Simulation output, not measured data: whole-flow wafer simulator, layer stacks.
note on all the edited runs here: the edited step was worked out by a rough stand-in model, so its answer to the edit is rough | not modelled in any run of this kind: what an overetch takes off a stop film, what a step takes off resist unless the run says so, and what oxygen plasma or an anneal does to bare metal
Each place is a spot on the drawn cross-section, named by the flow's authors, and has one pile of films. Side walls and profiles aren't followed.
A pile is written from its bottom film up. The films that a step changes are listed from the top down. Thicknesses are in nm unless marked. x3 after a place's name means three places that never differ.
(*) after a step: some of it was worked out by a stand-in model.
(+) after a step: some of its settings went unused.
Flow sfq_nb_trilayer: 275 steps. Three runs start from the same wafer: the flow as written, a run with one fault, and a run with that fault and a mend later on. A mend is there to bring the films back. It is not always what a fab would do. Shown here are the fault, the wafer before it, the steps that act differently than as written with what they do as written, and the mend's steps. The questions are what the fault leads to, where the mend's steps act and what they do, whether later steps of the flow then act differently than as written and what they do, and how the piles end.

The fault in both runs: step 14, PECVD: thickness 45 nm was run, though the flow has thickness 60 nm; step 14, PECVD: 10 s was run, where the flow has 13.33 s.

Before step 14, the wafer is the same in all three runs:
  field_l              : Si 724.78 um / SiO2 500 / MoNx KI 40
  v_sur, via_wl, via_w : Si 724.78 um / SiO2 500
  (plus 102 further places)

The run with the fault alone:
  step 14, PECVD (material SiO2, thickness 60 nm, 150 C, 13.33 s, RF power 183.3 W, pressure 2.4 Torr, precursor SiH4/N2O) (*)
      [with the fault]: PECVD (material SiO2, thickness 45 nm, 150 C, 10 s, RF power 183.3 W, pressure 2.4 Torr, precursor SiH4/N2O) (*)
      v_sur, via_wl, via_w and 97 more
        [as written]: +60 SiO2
        [with the fault]: +45 SiO2
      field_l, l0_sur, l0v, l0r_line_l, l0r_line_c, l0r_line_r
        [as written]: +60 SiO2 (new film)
        [with the fault]: +45 SiO2 (new film)
  Later steps of the flow acting differently than as written (not shown: 11 more steps that differ only slightly, by at most 2% or 0.5 nm, whichever is larger):
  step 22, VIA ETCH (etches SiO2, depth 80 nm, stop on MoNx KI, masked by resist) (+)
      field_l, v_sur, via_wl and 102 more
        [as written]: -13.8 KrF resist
        [with the fault]: -11.6 KrF resist
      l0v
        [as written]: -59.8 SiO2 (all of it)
        [with the fault]: -44.8 SiO2 (all of it)
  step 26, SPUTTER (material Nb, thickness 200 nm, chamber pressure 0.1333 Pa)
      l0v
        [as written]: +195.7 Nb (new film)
        [with the fault]: +200 Nb (new film)
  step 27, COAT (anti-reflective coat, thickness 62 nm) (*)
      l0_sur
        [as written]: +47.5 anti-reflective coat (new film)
        [with the fault]: +49.1 anti-reflective coat (new film)
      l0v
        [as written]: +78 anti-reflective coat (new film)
        [with the fault]: +73 anti-reflective coat (new film)
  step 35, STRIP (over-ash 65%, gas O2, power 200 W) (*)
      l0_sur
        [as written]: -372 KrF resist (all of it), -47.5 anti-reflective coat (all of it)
        [with the fault]: -373.2 KrF resist (all of it), -49.1 anti-reflective coat (all of it)
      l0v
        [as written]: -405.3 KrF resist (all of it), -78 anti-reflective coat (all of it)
        [with the fault]: -394.9 KrF resist (all of it), -73 anti-reflective coat (all of it)
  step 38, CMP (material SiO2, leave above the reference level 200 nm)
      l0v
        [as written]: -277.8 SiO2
        [with the fault]: -297.1 SiO2
  By the end, the piles at field_l, v_sur, via_wl and 100 more depart from the flow's by more than 2% or 0.5 nm, whichever is larger.
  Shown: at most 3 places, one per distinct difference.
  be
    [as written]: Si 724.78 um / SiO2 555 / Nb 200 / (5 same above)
    [with the fault]: Si 724.78 um / SiO2 540 / Nb 200 / (5 same above)
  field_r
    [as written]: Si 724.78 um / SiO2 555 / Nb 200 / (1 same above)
    [with the fault]: Si 724.78 um / SiO2 540 / Nb 200 / (1 same above)
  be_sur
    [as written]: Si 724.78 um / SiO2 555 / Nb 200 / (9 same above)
    [with the fault]: Si 724.78 um / SiO2 540 / Nb 200 / (9 same above)

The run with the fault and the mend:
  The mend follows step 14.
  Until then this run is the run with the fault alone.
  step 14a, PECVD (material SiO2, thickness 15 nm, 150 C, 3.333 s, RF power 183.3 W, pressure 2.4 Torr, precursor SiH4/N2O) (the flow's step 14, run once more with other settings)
      field_l, v_sur, via_wl and 103 more
        +15 SiO2
  Every later step of the flow that is run acts as written, at every place that is followed, to within 2% or 0.5 nm, whichever is larger.
  The piles end the same as the flow's at every place that both follow.
